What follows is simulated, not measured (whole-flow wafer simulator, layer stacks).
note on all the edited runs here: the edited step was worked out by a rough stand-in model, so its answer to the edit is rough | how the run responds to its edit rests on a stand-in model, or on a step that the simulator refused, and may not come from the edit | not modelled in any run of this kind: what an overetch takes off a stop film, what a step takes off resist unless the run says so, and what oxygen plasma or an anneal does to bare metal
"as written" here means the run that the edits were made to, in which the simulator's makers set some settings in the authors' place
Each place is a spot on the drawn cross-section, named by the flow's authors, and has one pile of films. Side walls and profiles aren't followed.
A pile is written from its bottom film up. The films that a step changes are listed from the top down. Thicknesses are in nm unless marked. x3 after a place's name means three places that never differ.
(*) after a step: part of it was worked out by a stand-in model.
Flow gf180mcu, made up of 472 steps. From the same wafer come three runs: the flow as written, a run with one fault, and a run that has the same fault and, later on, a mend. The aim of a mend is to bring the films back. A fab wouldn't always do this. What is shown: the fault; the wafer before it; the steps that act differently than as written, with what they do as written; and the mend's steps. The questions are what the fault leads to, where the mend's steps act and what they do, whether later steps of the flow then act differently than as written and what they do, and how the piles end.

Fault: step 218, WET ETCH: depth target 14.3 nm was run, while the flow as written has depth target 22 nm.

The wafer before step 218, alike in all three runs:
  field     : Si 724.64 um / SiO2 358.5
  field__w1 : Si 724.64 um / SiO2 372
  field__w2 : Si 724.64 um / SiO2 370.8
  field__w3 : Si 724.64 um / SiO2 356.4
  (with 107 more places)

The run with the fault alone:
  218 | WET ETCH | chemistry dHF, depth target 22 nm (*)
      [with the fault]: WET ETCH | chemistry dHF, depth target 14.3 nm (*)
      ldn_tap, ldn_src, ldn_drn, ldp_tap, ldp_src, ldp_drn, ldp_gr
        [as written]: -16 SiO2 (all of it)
        [with the fault]: -14.8 SiO2
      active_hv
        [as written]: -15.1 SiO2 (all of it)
        [with the fault]: -14.6 SiO2
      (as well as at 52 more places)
  Later steps of the flow acting differently than as written (6 other steps are not shown; they differ only slightly, by no more than 2% or 0.5 nm, whichever is larger):
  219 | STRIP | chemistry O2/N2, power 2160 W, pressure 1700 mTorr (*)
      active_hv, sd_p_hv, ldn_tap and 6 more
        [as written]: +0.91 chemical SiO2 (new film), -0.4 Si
        [with the fault]: nothing
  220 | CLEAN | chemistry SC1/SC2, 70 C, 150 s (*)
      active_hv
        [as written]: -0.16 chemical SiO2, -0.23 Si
        [with the fault]: -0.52 SiO2 (all of it)
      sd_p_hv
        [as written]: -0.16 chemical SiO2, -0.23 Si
        [with the fault]: -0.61 SiO2 (all of it)
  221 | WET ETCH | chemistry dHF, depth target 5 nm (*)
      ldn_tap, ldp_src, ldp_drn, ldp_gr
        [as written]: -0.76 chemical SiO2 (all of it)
        [with the fault]: -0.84 SiO2 (all of it)
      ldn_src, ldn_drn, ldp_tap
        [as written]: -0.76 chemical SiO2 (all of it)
        [with the fault]: -0.83 SiO2 (all of it)
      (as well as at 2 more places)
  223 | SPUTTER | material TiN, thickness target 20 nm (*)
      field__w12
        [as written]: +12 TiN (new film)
        [with the fault]: +12.8 TiN (new film)
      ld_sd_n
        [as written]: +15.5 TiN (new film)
        [with the fault]: +16.2 TiN (new film)
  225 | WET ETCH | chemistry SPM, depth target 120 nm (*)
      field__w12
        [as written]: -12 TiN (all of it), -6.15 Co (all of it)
        [with the fault]: -12.8 TiN (all of it), -6.3 Co (all of it)
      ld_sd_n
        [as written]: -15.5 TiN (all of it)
        [with the fault]: -16.2 TiN (all of it)
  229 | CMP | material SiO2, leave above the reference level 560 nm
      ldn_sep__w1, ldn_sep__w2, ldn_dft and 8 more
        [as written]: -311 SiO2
        [with the fault]: -319.5 SiO2
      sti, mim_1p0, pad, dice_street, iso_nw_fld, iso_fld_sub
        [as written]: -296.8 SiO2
        [with the fault]: -305.3 SiO2
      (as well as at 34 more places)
  The piles end only slightly different from the flow's at the places that both follow, by no more than 2% or 0.5 nm, whichever is larger.

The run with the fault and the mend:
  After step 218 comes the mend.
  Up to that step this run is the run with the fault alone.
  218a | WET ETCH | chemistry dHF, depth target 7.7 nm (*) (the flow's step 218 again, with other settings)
      field, field__w1, field__w2 and 47 more
        -7.7 SiO2
      ldn_tap, ldp_tap, ldp_src, ldp_drn, ldp_gr
        -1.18 SiO2 (all of it)
      ldn_src, ldn_drn
        -1.17 SiO2 (all of it)
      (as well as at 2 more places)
  Later steps of the flow that are run all act as written at every place that is followed, up to a difference of at most 2% or 0.5 nm, whichever is larger.
  The piles end only slightly different from the flow's at the places that both follow, by no more than 2% or 0.5 nm, whichever is larger.
